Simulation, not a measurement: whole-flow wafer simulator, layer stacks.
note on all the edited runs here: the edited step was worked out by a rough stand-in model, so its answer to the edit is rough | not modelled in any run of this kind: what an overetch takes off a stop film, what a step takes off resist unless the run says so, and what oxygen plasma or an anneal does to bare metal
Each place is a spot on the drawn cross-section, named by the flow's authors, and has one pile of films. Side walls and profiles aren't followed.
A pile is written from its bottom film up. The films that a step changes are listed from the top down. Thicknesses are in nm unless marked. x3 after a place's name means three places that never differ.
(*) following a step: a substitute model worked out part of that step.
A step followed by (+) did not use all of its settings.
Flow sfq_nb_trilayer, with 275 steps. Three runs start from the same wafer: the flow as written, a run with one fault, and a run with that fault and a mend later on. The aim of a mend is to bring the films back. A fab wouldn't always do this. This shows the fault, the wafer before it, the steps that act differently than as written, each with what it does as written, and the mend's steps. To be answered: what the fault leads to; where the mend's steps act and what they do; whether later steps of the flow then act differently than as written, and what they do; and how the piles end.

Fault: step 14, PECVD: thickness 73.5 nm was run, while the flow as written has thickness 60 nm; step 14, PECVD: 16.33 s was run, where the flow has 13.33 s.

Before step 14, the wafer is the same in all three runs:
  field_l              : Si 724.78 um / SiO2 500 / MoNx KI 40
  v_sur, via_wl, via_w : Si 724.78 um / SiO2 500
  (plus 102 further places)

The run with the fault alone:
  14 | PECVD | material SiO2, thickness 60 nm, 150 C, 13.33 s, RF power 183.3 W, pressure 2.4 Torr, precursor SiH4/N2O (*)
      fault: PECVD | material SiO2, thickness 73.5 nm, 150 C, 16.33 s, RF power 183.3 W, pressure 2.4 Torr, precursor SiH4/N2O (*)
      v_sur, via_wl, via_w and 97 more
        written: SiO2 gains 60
        fault: SiO2 gains 73.5
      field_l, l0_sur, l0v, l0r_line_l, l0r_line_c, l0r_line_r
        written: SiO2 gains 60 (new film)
        fault: SiO2 gains 73.5 (new film)
  Steps further on in the flow that do not act as written (8 other steps are not shown; they differ only slightly, by no more than 2% or 0.5 nm, whichever is larger):
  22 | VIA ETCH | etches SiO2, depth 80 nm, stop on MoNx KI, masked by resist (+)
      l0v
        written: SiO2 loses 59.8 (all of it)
        fault: SiO2 loses 73.3 (all of it)
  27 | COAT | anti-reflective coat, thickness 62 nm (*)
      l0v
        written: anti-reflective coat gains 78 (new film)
        fault: anti-reflective coat gains 81.5 (new film)
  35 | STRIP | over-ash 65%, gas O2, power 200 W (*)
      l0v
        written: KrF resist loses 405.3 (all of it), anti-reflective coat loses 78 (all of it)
        fault: KrF resist loses 414.2 (all of it), anti-reflective coat loses 81.5 (all of it)
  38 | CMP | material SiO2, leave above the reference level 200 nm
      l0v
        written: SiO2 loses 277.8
        fault: SiO2 loses 261.9
  The piles end different from the flow's at field_l, v_sur, via_wl and 99 more by more than 2% or 0.5 nm, whichever is larger.
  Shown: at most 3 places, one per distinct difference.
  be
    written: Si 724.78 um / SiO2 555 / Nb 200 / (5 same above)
    fault: Si 724.78 um / SiO2 568.5 / Nb 200 / (5 same above)
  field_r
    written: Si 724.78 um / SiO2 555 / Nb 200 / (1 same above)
    fault: Si 724.78 um / SiO2 568.5 / Nb 200 / (1 same above)
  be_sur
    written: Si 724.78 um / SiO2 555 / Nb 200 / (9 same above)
    fault: Si 724.78 um / SiO2 568.5 / Nb 200 / (9 same above)

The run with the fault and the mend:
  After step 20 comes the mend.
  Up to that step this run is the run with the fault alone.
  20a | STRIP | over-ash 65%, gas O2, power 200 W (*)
      p4_fl x3, p4_w1 x9, p4_g1 x2 and 59 more
        KrF resist loses 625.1 (all of it), anti-reflective coat loses 62 (all of it)
      jj_sur, ce_l, c5j, ce_r, sp_r, be_r, r_sur
        KrF resist loses 632 (all of it), anti-reflective coat loses 63.7 (all of it)
      wire, field_r
        KrF resist loses 632.5 (all of it), anti-reflective coat loses 63.8 (all of it)
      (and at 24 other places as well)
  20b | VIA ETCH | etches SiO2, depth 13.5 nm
      field_l, v_sur, via_wl and 103 more
        SiO2 loses 13.5
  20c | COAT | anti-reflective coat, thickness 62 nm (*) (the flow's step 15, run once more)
      p4_fl x3, p4_w1 x9, p4_g1 x2 and 59 more
        anti-reflective coat gains 62 (new film)
      be_sur, gap, jj_sur and 8 more
        anti-reflective coat gains 63.7 (new film)
      wire, be, moat, field_r, lsp_l
        anti-reflective coat gains 63.8 (new film)
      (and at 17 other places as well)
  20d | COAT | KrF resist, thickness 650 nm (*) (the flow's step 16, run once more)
      p4_fl x3, p4_w1 x9, p4_g1 x2 and 59 more
        KrF resist gains 650 (new film)
      ce_l, c5j, ce_r, sp_r, be_r, r_sur
        KrF resist gains 656.9 (new film)
      gap, jj_sur, res
        KrF resist gains 657 (new film)
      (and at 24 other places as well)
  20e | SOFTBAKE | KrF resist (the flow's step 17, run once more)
      alters no film at any place that is followed
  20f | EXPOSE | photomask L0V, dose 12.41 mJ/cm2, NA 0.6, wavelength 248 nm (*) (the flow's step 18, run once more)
      alters no film at any place that is followed
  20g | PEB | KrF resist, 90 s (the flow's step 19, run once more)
      p4_fl x3, p4_w1 x9, p4_g1 x2 and 59 more
        KrF resist loses 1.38
      via_v, wire, be and 15 more
        KrF resist loses 1.39
      v_sur, via_w, via_wr, via_sp, lsp_m, ln_m6, lsp_r
        KrF resist loses 1.4
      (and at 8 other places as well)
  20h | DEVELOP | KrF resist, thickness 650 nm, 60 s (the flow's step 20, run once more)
      field_l, v_sur, via_wl and 102 more
        KrF resist loses 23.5
      l0v
        KrF resist loses 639 (all of it)
  Every later step of the flow that is run acts as written, at every place that is followed, to within 2% or 0.5 nm, whichever is larger.
  The piles end the same as the flow's at every place that both follow.
